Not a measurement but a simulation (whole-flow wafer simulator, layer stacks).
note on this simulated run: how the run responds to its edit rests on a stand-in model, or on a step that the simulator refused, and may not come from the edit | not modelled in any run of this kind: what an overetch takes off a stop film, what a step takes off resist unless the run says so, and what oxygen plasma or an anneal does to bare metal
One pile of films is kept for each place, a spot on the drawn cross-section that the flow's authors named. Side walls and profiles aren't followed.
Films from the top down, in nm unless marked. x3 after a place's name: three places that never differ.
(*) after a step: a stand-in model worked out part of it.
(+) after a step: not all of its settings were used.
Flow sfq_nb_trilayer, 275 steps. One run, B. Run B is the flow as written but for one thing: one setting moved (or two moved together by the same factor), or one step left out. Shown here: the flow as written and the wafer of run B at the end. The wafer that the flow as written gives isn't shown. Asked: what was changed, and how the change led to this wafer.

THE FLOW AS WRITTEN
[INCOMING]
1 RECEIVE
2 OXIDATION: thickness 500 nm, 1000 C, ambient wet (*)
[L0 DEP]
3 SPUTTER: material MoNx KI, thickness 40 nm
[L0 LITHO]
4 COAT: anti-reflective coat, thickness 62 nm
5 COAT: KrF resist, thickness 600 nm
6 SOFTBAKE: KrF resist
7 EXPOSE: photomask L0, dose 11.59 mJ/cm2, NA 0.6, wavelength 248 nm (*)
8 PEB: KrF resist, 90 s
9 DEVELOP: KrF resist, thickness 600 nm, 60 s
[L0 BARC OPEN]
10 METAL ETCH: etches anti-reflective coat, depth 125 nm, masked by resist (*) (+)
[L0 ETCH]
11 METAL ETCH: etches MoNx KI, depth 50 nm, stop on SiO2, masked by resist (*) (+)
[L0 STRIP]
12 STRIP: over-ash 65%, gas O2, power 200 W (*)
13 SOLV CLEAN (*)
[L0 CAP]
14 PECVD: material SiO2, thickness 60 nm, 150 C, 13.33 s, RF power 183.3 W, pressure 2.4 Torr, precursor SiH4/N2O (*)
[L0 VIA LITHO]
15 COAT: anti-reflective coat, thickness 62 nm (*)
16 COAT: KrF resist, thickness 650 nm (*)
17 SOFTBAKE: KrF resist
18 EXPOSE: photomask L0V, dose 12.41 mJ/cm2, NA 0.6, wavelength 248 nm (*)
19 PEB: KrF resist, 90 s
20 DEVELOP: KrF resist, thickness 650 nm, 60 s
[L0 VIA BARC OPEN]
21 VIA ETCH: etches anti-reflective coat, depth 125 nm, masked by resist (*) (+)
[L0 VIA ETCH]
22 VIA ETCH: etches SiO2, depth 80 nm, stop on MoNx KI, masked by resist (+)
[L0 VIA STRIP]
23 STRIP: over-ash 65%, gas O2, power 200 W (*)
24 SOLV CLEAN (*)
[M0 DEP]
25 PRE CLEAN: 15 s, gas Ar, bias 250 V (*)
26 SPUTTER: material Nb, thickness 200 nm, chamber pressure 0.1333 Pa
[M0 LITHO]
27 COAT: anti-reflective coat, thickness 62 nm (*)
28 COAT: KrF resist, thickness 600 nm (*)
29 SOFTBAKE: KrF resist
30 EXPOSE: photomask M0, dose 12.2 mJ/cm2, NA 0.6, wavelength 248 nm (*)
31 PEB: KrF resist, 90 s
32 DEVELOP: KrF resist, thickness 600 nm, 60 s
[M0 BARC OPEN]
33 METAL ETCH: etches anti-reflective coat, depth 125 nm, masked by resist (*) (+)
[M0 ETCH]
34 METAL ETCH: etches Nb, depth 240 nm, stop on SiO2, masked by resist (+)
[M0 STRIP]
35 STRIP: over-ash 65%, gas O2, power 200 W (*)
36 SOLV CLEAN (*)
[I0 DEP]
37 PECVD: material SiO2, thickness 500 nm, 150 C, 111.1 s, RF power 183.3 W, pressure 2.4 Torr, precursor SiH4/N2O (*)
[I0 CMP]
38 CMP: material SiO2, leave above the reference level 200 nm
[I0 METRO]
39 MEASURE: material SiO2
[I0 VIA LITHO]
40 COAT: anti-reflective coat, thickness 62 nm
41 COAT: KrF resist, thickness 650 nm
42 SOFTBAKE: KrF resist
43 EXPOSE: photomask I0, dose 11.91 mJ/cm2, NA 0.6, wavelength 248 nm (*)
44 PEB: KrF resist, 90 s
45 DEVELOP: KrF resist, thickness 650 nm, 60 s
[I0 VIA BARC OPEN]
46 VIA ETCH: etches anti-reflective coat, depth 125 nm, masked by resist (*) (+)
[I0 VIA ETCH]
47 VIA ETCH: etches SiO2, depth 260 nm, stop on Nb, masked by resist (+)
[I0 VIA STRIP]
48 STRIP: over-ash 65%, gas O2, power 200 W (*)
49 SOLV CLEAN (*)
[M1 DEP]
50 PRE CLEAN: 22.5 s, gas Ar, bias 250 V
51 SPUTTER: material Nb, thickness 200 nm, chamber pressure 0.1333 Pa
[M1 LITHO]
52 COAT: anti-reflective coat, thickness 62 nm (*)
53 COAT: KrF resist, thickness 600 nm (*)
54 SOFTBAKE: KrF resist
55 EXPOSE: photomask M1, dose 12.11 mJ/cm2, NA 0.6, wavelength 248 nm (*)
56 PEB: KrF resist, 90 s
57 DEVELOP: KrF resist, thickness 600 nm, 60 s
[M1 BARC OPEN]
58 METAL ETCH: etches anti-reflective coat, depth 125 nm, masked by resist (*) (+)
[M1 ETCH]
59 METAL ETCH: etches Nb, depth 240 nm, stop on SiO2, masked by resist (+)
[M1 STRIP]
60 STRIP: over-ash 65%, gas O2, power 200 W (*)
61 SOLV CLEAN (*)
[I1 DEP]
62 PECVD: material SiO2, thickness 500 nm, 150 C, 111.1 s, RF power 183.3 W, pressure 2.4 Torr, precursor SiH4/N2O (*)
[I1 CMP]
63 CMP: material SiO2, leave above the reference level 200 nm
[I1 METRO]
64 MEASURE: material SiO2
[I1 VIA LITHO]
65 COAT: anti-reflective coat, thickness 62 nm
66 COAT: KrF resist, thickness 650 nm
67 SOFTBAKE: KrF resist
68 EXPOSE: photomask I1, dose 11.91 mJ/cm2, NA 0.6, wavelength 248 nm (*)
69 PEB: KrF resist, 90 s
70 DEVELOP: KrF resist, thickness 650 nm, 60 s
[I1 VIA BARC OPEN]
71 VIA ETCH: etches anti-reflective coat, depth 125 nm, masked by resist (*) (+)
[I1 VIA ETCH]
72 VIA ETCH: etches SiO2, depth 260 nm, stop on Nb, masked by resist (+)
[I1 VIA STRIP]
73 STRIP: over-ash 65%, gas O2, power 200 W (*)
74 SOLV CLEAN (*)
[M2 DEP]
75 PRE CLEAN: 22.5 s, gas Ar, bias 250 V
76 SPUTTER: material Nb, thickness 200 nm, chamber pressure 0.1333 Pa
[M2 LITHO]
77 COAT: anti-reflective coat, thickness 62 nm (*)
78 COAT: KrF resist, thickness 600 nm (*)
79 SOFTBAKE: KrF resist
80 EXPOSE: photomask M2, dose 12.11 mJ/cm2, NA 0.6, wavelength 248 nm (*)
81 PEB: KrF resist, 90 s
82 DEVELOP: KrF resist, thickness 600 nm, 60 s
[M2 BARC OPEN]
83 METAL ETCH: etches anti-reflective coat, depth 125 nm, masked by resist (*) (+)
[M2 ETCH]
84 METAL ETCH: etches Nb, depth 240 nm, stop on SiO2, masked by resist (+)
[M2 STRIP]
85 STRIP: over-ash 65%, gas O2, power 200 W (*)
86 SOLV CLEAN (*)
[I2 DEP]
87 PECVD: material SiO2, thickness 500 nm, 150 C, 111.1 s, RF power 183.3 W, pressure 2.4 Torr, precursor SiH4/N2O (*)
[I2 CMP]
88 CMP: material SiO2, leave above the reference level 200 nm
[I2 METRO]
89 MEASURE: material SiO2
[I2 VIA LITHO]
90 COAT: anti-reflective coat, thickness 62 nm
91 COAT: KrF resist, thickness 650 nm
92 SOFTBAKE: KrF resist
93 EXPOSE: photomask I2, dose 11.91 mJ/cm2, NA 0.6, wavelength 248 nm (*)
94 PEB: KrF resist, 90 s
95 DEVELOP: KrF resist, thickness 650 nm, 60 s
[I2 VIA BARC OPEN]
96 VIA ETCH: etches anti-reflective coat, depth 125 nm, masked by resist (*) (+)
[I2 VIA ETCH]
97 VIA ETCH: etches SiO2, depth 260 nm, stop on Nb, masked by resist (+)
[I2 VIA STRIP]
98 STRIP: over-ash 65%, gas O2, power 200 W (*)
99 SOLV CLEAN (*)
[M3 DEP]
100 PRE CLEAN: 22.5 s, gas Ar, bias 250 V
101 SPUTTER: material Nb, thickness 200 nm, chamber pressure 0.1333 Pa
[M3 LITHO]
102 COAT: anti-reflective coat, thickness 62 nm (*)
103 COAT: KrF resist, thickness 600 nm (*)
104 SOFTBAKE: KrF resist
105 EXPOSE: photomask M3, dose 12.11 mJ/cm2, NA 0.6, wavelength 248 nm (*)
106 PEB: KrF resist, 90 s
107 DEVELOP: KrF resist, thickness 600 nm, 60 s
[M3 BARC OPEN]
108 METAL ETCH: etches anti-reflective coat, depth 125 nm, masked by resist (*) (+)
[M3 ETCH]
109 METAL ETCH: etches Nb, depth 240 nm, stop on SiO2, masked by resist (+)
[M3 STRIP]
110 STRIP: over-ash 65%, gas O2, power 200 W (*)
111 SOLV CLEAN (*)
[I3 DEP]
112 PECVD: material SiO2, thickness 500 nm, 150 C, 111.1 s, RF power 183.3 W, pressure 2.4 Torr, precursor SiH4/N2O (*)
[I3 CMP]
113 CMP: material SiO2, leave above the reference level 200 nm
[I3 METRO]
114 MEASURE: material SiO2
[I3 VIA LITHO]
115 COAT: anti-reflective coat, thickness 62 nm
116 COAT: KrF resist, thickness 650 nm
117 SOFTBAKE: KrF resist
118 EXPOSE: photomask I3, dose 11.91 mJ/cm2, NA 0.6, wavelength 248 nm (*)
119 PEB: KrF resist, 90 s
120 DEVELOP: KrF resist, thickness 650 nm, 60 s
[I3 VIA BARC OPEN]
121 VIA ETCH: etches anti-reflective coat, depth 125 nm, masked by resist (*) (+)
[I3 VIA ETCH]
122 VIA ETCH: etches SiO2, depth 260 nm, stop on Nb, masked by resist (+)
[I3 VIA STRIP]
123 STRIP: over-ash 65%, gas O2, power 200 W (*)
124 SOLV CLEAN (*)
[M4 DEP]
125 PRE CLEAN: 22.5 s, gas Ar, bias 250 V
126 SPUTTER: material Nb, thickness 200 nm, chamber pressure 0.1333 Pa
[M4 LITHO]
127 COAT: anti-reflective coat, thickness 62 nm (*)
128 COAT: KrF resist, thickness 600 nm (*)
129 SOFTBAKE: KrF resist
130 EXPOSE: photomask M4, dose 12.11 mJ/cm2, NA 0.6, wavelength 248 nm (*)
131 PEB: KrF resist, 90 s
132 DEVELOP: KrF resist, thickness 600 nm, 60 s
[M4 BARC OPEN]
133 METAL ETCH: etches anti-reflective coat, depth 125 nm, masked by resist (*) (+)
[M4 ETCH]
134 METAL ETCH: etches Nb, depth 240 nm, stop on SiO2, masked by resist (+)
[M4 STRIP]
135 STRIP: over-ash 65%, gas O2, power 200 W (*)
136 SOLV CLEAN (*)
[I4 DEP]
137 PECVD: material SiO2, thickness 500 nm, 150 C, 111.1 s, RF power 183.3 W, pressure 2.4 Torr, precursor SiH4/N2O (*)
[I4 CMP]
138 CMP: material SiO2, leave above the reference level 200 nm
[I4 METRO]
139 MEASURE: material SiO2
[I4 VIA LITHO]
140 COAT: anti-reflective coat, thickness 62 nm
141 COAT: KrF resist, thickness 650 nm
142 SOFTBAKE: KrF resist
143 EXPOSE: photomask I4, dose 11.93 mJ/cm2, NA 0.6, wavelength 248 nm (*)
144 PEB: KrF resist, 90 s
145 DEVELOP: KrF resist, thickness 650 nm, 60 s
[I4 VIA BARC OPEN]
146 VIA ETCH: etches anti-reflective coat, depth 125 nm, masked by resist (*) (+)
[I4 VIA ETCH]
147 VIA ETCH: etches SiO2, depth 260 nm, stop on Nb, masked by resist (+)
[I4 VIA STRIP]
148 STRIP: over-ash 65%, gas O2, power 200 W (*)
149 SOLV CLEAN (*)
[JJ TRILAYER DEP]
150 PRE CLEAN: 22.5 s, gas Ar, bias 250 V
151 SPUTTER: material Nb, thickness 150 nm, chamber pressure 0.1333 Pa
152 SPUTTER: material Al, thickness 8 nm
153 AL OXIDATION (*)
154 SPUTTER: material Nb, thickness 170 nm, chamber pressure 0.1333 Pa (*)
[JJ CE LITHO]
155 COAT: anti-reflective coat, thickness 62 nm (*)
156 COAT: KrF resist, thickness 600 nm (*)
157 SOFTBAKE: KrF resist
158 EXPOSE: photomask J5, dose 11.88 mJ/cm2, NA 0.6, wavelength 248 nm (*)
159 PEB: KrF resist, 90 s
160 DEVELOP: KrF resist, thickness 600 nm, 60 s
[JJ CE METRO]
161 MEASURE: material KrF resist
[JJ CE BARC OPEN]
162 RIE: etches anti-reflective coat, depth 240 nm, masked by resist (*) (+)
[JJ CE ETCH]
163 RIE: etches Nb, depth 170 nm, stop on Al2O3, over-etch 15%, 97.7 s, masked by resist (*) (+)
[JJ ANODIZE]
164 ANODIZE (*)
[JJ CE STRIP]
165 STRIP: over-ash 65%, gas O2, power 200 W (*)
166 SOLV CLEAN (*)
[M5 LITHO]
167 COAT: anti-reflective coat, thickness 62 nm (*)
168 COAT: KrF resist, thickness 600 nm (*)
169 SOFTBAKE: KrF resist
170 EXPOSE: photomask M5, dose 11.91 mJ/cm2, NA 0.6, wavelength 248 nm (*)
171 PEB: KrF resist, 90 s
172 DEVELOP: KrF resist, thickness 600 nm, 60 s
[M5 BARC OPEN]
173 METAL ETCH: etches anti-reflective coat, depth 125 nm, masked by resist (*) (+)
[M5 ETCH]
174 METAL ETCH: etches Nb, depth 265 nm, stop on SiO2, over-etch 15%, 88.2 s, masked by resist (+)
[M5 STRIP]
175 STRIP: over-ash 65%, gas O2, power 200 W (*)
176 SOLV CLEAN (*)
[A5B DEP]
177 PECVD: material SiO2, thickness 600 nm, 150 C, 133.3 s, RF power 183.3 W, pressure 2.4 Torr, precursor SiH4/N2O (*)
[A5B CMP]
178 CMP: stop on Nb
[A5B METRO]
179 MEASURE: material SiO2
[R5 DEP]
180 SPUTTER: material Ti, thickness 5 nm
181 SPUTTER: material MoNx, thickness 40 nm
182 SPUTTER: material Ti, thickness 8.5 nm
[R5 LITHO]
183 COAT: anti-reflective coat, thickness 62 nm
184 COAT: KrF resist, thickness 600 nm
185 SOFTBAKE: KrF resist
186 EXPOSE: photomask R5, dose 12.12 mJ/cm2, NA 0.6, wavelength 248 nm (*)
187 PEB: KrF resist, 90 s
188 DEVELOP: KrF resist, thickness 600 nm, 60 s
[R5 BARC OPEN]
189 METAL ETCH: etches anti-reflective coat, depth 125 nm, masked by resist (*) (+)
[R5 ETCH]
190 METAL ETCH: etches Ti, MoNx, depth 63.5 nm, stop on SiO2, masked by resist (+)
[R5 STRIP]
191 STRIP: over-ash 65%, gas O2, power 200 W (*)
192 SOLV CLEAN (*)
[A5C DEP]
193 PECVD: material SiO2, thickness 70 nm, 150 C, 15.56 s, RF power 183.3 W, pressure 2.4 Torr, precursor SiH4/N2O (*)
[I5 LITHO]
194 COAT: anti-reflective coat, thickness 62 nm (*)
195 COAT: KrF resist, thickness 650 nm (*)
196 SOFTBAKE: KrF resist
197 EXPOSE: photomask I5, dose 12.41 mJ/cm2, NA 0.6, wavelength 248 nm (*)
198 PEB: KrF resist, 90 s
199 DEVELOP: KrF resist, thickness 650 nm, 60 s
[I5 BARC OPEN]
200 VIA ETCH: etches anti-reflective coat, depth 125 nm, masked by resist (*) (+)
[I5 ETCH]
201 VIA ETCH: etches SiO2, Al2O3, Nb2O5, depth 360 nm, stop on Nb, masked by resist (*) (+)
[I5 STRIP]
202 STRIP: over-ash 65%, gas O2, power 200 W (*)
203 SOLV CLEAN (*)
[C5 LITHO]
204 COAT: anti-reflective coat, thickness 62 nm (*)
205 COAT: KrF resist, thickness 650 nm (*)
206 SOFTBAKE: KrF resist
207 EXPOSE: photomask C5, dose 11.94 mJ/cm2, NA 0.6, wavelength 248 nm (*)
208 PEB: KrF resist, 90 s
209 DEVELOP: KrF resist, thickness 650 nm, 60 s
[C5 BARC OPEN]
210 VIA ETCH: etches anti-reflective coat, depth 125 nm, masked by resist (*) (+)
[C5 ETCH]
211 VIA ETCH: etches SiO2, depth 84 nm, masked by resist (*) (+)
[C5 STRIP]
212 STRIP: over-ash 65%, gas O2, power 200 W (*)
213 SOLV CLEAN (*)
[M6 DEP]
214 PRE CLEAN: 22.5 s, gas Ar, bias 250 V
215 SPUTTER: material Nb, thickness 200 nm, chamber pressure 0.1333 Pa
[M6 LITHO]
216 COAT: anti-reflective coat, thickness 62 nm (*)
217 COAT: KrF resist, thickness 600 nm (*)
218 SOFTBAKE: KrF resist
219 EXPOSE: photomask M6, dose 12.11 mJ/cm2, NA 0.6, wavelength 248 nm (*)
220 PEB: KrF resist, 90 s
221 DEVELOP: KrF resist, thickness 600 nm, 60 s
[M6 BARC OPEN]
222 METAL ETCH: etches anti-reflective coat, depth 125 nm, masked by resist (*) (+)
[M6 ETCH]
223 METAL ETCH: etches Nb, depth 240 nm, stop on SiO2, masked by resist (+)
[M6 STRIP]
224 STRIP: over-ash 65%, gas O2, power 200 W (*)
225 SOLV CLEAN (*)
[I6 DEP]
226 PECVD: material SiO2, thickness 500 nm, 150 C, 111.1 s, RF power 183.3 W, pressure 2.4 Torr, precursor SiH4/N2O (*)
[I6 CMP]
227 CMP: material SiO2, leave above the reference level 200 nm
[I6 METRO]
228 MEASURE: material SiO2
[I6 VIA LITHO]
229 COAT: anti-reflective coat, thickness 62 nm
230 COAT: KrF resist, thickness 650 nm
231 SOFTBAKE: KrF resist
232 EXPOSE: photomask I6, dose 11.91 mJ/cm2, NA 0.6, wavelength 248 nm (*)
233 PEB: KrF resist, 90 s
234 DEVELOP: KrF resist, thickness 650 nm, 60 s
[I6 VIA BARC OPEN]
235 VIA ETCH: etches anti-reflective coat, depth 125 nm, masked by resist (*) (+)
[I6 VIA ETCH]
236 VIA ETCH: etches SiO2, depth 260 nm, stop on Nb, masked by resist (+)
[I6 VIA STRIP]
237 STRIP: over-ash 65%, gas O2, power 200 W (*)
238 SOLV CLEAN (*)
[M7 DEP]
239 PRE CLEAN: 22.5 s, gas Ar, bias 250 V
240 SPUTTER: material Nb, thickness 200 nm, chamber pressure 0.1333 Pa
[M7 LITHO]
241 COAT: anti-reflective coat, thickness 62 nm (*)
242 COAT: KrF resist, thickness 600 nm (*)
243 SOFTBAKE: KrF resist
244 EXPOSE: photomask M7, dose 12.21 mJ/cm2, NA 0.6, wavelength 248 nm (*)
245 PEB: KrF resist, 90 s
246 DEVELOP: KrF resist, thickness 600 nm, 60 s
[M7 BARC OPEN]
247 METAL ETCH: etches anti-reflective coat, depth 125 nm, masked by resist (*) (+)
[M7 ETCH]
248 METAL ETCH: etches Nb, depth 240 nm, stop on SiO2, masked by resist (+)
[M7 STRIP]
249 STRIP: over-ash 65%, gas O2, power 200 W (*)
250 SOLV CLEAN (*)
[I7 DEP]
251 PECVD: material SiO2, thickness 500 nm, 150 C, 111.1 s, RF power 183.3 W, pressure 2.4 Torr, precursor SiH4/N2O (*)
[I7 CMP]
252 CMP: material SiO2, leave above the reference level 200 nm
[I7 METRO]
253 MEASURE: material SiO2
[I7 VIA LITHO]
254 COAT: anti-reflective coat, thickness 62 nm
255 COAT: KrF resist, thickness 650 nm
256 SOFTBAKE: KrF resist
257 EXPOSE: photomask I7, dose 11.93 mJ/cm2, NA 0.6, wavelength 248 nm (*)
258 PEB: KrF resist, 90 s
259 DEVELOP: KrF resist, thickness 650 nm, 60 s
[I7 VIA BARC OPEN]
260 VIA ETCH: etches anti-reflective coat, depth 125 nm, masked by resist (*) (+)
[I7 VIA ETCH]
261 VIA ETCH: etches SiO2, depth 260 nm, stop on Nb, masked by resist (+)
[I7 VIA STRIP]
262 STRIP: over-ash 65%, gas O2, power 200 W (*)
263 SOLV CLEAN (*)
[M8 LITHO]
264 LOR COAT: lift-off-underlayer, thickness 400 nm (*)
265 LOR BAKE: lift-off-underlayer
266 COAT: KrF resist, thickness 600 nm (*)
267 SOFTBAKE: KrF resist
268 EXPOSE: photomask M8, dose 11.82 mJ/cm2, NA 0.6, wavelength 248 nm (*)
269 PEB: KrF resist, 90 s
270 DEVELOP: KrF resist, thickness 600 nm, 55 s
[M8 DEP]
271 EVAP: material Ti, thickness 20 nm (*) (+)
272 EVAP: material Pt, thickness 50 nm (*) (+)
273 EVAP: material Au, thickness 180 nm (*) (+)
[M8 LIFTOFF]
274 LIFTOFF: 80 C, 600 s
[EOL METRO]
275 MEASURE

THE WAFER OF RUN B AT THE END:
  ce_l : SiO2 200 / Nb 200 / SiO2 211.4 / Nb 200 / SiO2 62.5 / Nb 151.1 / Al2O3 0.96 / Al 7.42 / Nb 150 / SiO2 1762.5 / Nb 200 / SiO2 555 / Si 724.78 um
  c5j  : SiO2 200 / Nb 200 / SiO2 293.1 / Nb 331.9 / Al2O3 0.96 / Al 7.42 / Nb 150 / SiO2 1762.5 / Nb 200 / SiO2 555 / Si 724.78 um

The cause: step 190, METAL ETCH: depth 72.4 nm was run, where the flow has depth 63.5 nm.

How the change led to this, step by step:
  190 METAL ETCH: etches Ti, MoNx, depth 63.5 nm, stop on SiO2, masked by resist (+)
      be_r, r_sur, res, r_end, r5r_line_l, r5r_line_c, r5r_line_r: KrF resist -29 (as written it would be: KrF resist -25.4)
      ce_l, c5j, ce_r, wl_jj: Ti -8.5 (all of it), MoNx -40 (all of it), Ti -5 (all of it), Nb -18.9 (as written it would be: Ti -8.5 (all of it), MoNx -40 (all of it), Ti -5 (all of it), Nb -10)
  194 COAT: anti-reflective coat, thickness 62 nm (*)
      wl_j_sl, wl_j_sr: anti-reflective coat +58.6 (new film) (as written it would be: anti-reflective coat +60.2 (new film))
      jj_sur: anti-reflective coat +59.3 (new film) (as written it would be: anti-reflective coat +60.8 (new film))
      (and at 5 more places)
  202 STRIP: over-ash 65%, gas O2, power 200 W (*)
      wl_j_sl, wl_j_sr: KrF resist -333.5 (all of it), anti-reflective coat -58.6 (all of it) (as written it would be: KrF resist -333.3 (all of it), anti-reflective coat -60.2 (all of it))
      jj_sur: KrF resist -337.4 (all of it), anti-reflective coat -59.3 (all of it) (as written it would be: KrF resist -337.2 (all of it), anti-reflective coat -60.8 (all of it))
      (and at 5 more places)
  204 COAT: anti-reflective coat, thickness 62 nm (*)
      wl_j_sl, wl_j_sr: anti-reflective coat +58.6 (new film) (as written it would be: anti-reflective coat +60.2 (new film))
      jj_sur: anti-reflective coat +58 (new film) (as written it would be: anti-reflective coat +59.5 (new film))
      (and at 5 more places)
  210 VIA ETCH: etches anti-reflective coat, depth 125 nm, masked by resist (*) (+)
      c5j: anti-reflective coat -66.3 (all of it), SiO2 -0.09 (as written it would be: anti-reflective coat -63.9 (all of it), SiO2 -0.11)
  212 STRIP: over-ash 65%, gas O2, power 200 W (*)
      wl_j_sl, wl_j_sr: KrF resist -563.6 (all of it), anti-reflective coat -58.6 (all of it) (as written it would be: KrF resist -563.4 (all of it), anti-reflective coat -60.2 (all of it))
      jj_sur: KrF resist -562.2 (all of it), anti-reflective coat -58 (all of it) (as written it would be: KrF resist -562 (all of it), anti-reflective coat -59.5 (all of it))
      (and at 4 more places)
  216 COAT: anti-reflective coat, thickness 62 nm (*)
      wl_j_sl, wl_j_sr: anti-reflective coat +58.6 (new film) (as written it would be: anti-reflective coat +60.2 (new film))
      jj_sur: anti-reflective coat +54.5 (new film) (as written it would be: anti-reflective coat +56.1 (new film))
      (and at 5 more places)
  224 STRIP: over-ash 65%, gas O2, power 200 W (*)
      wl_j_sl, wl_j_sr: KrF resist -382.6 (all of it), anti-reflective coat -58.6 (all of it) (as written it would be: KrF resist -382.5 (all of it), anti-reflective coat -60.2 (all of it))
      jj_sur: KrF resist -378.7 (all of it), anti-reflective coat -54.5 (all of it) (as written it would be: KrF resist -378.5 (all of it), anti-reflective coat -56.1 (all of it))
      (and at 5 more places)
  227 CMP: material SiO2, leave above the reference level 200 nm
      ce_l, ce_r, wl_jj: SiO2 -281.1 (as written it would be: SiO2 -290)
      c5j: SiO2 -214.1 (as written it would be: SiO2 -223)
